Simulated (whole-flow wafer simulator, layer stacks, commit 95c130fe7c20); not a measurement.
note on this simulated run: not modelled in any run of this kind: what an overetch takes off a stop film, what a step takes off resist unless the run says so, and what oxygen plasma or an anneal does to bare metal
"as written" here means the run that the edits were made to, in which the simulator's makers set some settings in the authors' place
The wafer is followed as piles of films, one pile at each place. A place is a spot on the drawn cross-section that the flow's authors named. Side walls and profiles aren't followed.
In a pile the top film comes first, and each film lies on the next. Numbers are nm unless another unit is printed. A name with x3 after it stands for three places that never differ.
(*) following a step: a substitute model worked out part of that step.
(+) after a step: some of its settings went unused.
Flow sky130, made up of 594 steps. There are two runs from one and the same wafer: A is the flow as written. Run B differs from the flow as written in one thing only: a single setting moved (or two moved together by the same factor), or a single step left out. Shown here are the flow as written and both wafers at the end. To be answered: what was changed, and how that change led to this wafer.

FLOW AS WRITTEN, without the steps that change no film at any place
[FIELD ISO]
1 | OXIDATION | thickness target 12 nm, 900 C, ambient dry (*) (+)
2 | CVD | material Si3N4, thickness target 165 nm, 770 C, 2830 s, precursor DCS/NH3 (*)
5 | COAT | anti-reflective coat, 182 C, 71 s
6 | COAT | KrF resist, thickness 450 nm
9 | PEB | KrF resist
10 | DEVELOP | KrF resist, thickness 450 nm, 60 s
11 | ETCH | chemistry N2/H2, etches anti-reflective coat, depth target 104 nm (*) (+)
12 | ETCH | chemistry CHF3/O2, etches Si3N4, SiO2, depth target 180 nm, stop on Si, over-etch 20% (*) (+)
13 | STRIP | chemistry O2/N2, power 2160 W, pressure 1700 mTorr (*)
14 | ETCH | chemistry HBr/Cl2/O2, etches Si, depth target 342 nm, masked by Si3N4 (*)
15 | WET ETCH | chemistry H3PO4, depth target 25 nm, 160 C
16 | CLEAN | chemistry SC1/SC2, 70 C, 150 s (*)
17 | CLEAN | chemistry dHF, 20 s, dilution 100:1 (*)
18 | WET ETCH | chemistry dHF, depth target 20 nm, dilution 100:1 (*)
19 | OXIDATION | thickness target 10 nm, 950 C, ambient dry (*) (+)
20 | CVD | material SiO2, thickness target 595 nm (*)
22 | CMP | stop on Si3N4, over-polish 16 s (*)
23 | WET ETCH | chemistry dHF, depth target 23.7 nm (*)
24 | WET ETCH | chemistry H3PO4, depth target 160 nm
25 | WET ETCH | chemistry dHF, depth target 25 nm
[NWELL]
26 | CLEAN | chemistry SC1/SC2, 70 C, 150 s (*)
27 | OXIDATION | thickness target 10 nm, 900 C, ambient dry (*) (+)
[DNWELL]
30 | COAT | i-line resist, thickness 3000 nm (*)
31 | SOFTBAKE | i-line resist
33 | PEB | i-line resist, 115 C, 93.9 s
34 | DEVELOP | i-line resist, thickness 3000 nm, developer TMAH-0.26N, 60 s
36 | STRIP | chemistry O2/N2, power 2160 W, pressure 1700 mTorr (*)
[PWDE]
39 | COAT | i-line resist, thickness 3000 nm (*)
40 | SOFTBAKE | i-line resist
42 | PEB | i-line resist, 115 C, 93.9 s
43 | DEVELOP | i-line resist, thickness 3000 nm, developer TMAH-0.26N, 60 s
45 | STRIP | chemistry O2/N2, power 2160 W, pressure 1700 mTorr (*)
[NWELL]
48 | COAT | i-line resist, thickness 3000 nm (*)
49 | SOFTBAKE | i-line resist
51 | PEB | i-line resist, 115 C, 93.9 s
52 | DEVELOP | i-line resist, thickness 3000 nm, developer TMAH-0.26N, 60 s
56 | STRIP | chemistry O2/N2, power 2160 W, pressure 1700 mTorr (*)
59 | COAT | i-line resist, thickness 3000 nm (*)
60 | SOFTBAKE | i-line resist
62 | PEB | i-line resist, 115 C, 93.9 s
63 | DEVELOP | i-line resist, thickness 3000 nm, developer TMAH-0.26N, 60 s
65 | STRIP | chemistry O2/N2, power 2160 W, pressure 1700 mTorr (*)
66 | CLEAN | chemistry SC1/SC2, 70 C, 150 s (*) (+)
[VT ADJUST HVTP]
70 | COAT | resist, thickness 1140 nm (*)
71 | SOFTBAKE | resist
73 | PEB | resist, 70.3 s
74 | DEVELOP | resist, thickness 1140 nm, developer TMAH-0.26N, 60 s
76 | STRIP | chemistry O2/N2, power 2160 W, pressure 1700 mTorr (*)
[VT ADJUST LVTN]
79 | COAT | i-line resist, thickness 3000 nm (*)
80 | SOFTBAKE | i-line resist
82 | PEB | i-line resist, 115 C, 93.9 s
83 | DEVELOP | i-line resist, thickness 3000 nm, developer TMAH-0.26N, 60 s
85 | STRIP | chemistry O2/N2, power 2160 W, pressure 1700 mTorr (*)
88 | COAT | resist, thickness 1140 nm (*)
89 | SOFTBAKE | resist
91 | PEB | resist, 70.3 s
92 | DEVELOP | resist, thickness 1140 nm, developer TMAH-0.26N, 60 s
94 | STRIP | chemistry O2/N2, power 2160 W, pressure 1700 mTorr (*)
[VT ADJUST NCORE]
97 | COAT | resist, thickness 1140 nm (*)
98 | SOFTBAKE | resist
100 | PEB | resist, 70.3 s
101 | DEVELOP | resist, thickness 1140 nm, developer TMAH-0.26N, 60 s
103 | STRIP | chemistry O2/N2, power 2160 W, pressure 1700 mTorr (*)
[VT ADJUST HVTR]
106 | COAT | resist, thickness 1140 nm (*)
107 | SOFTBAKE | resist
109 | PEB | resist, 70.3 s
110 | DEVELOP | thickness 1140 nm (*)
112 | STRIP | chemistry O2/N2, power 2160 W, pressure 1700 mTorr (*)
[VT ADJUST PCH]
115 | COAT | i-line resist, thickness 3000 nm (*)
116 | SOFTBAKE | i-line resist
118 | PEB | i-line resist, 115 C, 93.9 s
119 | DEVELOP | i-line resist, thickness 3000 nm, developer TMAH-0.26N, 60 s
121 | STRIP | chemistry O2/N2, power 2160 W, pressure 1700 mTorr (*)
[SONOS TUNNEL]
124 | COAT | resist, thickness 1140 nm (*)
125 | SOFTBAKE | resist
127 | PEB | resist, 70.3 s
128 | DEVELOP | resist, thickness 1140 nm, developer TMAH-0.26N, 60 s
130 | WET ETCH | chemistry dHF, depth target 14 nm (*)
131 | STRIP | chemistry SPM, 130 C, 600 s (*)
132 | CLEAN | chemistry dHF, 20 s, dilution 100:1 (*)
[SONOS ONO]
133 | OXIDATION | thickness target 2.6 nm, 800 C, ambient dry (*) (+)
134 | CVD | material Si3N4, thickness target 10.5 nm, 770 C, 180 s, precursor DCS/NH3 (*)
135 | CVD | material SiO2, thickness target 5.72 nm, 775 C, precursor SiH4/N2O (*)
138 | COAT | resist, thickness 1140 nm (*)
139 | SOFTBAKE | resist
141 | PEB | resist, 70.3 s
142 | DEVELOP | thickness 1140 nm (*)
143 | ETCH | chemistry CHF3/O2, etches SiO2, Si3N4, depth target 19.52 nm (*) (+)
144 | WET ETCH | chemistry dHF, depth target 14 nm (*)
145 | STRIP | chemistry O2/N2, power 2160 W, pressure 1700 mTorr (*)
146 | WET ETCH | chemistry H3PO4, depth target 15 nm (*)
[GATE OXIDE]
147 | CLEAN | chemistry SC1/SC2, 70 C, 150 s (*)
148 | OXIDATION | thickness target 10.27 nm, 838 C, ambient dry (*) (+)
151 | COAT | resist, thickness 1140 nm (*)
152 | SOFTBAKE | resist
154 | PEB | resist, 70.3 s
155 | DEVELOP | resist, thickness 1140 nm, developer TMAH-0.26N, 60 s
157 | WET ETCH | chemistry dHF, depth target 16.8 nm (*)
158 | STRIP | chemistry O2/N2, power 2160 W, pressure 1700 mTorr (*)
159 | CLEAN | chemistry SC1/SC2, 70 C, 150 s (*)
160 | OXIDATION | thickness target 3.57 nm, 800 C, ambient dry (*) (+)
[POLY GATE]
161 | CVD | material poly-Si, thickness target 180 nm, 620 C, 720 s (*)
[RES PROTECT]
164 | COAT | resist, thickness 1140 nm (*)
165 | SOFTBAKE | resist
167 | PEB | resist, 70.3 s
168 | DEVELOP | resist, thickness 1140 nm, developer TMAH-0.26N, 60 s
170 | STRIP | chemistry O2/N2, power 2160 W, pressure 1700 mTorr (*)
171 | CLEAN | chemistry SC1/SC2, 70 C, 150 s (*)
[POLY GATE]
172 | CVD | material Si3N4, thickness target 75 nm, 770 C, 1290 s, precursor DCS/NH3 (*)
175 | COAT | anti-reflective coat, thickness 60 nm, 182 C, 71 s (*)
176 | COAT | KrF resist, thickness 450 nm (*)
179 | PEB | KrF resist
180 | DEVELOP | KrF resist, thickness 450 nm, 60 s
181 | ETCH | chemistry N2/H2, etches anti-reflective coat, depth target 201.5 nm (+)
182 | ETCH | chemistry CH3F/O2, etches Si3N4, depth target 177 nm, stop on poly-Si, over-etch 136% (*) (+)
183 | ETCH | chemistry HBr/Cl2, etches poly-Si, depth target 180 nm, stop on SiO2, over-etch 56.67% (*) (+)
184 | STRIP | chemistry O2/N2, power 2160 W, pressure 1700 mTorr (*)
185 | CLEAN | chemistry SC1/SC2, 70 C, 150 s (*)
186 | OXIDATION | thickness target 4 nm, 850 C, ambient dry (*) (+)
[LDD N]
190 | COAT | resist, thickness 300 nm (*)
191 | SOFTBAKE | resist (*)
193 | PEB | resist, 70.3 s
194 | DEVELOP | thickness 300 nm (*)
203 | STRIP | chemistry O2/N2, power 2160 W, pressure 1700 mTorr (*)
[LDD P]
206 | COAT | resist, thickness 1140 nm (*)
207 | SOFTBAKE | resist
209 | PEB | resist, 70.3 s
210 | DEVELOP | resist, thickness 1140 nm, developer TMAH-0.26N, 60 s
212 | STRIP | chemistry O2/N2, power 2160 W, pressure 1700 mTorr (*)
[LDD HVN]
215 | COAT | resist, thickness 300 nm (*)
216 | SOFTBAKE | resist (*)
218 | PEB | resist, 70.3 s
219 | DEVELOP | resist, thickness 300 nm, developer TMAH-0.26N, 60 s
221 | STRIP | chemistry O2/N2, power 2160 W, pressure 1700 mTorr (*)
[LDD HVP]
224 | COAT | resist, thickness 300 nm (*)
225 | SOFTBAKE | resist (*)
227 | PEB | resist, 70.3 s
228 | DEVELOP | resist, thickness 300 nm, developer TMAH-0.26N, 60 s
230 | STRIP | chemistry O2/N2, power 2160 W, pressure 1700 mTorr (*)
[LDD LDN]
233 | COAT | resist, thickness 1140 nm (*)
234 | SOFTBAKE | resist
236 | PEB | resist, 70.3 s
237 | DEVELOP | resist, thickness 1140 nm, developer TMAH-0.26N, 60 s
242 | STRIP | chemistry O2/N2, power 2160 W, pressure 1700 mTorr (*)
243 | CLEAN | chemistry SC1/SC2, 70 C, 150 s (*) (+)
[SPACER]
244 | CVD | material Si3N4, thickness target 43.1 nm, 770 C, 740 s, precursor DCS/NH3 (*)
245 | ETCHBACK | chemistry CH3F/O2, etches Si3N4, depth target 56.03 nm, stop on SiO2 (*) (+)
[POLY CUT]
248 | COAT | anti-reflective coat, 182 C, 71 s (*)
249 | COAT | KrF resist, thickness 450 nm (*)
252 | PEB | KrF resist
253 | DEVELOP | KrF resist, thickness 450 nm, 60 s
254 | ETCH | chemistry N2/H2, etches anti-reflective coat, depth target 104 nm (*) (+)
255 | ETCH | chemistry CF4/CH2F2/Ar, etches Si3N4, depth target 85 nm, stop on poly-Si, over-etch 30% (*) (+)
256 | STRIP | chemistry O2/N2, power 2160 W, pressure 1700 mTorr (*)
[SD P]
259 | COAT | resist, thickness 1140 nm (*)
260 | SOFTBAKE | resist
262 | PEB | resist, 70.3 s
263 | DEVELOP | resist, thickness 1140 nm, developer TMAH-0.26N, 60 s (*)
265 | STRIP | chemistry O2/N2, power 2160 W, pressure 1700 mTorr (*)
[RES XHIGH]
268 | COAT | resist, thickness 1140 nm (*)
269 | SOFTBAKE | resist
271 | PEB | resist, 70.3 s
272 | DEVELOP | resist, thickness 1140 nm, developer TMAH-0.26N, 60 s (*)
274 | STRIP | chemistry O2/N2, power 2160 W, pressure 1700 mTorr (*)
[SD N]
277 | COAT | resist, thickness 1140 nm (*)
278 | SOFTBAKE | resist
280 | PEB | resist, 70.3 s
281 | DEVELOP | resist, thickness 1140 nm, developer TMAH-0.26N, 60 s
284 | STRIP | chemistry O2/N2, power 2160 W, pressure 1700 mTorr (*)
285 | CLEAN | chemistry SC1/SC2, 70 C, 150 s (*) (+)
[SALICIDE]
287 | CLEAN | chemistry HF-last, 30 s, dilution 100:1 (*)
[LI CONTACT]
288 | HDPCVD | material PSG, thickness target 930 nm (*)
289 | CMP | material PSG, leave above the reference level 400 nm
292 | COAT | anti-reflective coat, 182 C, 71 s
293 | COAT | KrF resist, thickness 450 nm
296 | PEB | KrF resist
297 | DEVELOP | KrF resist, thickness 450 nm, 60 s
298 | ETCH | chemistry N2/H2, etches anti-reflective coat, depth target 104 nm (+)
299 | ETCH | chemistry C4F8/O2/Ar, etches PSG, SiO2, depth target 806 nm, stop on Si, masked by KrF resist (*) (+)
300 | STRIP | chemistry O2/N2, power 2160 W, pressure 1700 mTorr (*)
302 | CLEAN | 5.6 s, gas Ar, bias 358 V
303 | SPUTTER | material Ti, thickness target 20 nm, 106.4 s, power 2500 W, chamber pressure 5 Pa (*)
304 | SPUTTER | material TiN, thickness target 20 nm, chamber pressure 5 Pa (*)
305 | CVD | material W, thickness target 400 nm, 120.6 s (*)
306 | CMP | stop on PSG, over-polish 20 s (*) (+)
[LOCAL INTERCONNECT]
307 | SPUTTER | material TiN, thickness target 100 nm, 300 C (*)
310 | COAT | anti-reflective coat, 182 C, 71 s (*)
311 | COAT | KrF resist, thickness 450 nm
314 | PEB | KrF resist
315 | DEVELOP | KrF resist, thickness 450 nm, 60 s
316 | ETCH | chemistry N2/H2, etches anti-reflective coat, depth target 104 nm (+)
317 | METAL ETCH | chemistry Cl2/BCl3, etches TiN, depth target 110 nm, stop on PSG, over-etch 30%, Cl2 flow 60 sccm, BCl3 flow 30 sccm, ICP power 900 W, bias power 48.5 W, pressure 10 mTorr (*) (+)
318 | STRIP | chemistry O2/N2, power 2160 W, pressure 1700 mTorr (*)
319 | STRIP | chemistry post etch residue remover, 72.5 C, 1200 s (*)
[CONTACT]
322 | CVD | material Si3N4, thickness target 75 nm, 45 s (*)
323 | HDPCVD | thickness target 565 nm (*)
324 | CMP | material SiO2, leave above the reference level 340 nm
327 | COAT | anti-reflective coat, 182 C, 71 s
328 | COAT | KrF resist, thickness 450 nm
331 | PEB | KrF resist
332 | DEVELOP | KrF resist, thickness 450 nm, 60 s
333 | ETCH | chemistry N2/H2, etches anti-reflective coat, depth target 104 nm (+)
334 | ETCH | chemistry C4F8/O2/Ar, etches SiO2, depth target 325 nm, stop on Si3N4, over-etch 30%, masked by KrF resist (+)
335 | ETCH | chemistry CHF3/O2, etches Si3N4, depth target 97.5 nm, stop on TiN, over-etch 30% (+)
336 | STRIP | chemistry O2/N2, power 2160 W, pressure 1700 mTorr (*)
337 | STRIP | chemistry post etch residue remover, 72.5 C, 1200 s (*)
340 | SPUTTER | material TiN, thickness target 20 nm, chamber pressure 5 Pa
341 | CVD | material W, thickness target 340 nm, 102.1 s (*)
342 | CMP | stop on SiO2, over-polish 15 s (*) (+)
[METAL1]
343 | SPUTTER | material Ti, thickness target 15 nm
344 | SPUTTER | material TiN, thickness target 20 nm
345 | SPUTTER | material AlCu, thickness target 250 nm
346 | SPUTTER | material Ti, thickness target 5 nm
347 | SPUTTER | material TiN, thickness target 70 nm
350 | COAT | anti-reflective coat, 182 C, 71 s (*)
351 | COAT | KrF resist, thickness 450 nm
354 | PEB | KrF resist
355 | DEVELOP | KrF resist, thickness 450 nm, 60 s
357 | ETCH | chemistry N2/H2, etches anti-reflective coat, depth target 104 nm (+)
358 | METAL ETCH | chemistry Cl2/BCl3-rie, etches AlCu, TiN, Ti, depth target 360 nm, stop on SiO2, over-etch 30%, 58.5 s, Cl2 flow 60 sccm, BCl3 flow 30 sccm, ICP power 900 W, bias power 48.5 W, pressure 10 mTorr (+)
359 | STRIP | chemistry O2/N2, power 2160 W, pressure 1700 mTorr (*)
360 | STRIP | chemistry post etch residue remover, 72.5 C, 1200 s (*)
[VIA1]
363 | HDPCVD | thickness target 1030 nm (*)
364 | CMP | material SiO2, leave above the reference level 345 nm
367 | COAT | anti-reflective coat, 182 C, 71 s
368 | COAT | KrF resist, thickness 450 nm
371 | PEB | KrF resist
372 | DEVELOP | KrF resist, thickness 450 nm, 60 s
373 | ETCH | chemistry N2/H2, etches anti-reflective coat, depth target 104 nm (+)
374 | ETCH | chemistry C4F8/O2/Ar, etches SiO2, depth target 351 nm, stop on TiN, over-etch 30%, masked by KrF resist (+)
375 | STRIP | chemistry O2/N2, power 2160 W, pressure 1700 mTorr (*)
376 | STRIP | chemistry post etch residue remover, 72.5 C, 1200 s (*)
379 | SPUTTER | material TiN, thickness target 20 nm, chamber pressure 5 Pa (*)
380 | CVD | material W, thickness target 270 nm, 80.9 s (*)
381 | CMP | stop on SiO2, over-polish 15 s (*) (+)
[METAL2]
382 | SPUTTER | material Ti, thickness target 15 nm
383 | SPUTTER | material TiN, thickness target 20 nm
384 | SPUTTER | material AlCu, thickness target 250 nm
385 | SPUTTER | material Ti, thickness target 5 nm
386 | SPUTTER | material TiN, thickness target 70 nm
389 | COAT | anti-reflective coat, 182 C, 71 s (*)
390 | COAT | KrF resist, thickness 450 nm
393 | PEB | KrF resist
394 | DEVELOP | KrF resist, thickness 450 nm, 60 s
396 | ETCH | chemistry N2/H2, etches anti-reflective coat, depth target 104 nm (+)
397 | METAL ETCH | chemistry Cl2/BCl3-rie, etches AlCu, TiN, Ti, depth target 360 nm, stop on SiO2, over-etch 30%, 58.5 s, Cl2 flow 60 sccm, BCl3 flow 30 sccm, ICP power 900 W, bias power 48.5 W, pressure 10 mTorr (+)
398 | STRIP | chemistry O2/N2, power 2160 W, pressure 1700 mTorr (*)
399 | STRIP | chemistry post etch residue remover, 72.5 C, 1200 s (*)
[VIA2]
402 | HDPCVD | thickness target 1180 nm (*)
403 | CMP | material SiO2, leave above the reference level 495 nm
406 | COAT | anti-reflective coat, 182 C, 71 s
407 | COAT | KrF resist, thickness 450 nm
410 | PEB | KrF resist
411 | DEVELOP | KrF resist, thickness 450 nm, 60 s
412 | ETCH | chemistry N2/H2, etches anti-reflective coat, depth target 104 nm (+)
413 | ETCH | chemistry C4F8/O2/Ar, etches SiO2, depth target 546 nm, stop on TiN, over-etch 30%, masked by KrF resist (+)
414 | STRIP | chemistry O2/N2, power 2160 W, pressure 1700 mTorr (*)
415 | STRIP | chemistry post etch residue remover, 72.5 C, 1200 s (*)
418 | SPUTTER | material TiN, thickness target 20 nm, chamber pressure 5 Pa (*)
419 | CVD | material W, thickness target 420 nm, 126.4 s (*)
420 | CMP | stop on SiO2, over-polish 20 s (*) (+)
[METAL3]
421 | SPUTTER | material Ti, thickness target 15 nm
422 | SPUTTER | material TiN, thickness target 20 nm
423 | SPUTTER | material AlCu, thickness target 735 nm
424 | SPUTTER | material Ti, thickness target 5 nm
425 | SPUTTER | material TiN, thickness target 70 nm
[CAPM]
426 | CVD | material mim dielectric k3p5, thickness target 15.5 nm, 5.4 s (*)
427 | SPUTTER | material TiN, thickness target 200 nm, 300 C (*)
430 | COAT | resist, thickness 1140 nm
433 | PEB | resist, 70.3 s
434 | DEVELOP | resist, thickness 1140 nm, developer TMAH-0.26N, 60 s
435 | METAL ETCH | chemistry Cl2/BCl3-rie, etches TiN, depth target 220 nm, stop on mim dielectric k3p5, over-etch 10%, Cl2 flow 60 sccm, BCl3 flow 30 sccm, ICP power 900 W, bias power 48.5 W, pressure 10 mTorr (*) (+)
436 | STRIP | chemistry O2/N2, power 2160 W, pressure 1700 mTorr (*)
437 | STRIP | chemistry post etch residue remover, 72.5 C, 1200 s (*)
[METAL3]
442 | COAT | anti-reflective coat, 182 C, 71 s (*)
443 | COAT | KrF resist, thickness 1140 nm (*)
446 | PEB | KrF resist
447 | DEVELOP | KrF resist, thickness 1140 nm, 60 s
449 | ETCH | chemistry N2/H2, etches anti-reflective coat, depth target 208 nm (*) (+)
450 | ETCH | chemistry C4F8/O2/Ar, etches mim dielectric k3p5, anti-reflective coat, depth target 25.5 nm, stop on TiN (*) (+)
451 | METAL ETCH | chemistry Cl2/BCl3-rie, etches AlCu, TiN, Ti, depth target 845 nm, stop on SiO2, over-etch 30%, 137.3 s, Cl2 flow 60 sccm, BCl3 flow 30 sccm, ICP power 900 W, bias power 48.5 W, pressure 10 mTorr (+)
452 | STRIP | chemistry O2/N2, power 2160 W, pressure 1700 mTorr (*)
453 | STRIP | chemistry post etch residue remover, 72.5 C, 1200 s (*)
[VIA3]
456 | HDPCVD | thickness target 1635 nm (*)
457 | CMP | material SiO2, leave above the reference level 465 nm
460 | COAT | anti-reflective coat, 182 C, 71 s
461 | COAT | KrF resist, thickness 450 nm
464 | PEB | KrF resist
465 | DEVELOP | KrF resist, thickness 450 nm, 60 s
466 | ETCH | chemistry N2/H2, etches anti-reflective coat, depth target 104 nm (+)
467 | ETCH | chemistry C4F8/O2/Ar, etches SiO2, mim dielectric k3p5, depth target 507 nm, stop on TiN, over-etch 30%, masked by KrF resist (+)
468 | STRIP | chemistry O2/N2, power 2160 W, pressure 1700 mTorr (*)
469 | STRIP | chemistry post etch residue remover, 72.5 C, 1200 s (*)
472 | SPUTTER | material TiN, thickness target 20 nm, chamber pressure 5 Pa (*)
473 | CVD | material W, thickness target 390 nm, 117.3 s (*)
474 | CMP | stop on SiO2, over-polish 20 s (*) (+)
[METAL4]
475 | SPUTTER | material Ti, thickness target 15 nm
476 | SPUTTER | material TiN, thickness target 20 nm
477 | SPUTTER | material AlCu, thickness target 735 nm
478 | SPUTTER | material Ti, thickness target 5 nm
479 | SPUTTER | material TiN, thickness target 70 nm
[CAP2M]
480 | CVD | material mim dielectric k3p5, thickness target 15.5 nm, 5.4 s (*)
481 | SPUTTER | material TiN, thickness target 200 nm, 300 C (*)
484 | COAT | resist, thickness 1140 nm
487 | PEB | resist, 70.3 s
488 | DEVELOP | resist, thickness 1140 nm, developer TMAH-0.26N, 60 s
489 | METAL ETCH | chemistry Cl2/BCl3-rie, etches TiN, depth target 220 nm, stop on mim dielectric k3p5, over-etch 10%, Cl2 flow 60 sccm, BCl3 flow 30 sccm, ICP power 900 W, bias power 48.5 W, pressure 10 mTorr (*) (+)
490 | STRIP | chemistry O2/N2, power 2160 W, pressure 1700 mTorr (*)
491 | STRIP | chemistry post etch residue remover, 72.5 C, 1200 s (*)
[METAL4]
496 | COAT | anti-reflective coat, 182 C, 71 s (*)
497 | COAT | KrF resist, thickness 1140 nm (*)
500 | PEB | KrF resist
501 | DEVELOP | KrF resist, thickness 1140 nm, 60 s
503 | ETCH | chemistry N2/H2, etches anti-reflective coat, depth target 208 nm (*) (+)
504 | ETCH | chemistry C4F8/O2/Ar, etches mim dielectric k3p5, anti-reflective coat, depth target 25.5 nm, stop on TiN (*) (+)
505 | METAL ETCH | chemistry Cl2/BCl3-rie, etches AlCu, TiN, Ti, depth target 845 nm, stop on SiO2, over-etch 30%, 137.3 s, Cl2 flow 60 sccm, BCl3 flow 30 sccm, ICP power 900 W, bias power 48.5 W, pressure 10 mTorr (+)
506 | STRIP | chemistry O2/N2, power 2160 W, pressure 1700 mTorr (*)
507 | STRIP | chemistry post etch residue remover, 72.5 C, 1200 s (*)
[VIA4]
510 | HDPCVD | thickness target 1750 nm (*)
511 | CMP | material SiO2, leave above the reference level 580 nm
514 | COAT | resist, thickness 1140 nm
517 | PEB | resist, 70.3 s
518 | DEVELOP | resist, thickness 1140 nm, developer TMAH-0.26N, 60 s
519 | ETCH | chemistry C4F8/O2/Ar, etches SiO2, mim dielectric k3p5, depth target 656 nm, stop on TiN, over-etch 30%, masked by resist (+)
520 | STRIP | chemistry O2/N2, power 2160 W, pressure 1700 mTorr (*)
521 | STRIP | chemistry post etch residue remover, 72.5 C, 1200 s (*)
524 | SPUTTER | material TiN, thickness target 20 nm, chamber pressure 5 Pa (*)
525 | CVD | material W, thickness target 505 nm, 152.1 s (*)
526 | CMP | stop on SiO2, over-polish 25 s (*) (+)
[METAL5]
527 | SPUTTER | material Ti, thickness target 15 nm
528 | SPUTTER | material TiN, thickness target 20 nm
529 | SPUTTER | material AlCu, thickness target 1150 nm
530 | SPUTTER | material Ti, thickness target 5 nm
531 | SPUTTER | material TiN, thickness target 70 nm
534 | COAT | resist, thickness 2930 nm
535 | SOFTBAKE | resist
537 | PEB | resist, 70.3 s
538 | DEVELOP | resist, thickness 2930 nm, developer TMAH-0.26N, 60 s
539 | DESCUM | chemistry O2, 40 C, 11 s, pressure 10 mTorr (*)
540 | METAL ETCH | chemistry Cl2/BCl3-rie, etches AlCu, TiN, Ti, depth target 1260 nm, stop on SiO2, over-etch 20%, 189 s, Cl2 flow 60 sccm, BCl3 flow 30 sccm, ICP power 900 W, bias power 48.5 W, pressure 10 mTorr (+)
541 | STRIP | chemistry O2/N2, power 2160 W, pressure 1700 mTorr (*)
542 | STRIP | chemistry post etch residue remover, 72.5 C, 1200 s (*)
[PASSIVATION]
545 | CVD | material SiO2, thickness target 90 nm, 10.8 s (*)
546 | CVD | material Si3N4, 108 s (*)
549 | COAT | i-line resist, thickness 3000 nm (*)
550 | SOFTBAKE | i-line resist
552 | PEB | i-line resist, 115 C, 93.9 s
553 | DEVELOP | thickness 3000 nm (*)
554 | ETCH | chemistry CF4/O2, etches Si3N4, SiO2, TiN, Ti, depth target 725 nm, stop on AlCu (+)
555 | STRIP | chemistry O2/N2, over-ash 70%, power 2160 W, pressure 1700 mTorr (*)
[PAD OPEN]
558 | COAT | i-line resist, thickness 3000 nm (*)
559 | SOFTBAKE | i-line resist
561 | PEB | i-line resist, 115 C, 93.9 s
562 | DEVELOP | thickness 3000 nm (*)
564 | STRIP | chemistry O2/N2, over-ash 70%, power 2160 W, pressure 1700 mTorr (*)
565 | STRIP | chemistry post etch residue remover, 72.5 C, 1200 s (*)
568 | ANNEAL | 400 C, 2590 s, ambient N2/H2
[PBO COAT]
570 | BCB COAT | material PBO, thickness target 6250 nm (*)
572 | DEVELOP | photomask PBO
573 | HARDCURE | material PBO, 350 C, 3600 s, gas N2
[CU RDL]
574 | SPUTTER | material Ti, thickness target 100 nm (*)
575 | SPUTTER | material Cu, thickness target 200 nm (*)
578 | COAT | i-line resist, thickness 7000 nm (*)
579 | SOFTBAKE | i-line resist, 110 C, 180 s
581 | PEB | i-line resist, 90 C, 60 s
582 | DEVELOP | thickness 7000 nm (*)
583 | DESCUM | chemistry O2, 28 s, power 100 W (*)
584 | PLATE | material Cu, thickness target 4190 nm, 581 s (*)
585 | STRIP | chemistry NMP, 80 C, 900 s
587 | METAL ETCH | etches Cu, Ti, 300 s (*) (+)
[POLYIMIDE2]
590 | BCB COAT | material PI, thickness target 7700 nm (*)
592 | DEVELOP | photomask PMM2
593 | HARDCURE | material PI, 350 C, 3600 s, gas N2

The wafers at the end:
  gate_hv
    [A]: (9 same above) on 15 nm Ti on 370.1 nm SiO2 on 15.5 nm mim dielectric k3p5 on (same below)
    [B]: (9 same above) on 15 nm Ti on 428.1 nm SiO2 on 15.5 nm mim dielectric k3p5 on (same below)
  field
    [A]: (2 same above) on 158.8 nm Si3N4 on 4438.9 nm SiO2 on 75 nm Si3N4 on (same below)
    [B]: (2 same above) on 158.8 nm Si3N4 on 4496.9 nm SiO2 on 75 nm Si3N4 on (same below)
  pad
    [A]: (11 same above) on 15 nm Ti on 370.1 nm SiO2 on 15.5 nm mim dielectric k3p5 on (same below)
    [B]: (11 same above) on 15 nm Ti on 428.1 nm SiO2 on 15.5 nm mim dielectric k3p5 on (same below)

The reason: step 457, CMP: leave above the reference level 523 nm was run, whereas the flow has leave above the reference level 465 nm.

Step by step, how the change led to this:
  457 | CMP | material SiO2, leave above the reference level 465 nm
      n_well, p_well, gate_hv and 99 more: A -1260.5 SiO2 | B -1202.5 SiO2
      field, active, gate and 82 more: A -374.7 SiO2 | B -316.7 SiO2
      (as well as at 5 more places)
  467 | ETCH | chemistry C4F8/O2/Ar, etches SiO2, mim dielectric k3p5, depth target 507 nm, stop on TiN, over-etch 30%, masked by KrF resist (+)
      m1: A -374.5 SiO2 (all of it), -15.5 mim dielectric k3p5 (all of it) | B -432.5 SiO2 (all of it), -15.5 mim dielectric k3p5 (all of it)
      via3_hole: A -373.9 SiO2 (all of it), -15.5 mim dielectric k3p5 (all of it) | B -431.9 SiO2 (all of it), -15.5 mim dielectric k3p5 (all of it)
  472 | SPUTTER | material TiN, thickness target 20 nm, chamber pressure 5 Pa (*)
      m1, via3_hole: A +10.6 TiN | B +9.81 TiN
  473 | CVD | material W, thickness target 390 nm, 117.3 s (*)
      m1: A +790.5 W (new film) | B +849.2 W (new film)
      via3_hole: A +789.9 W (new film) | B +848.6 W (new film)
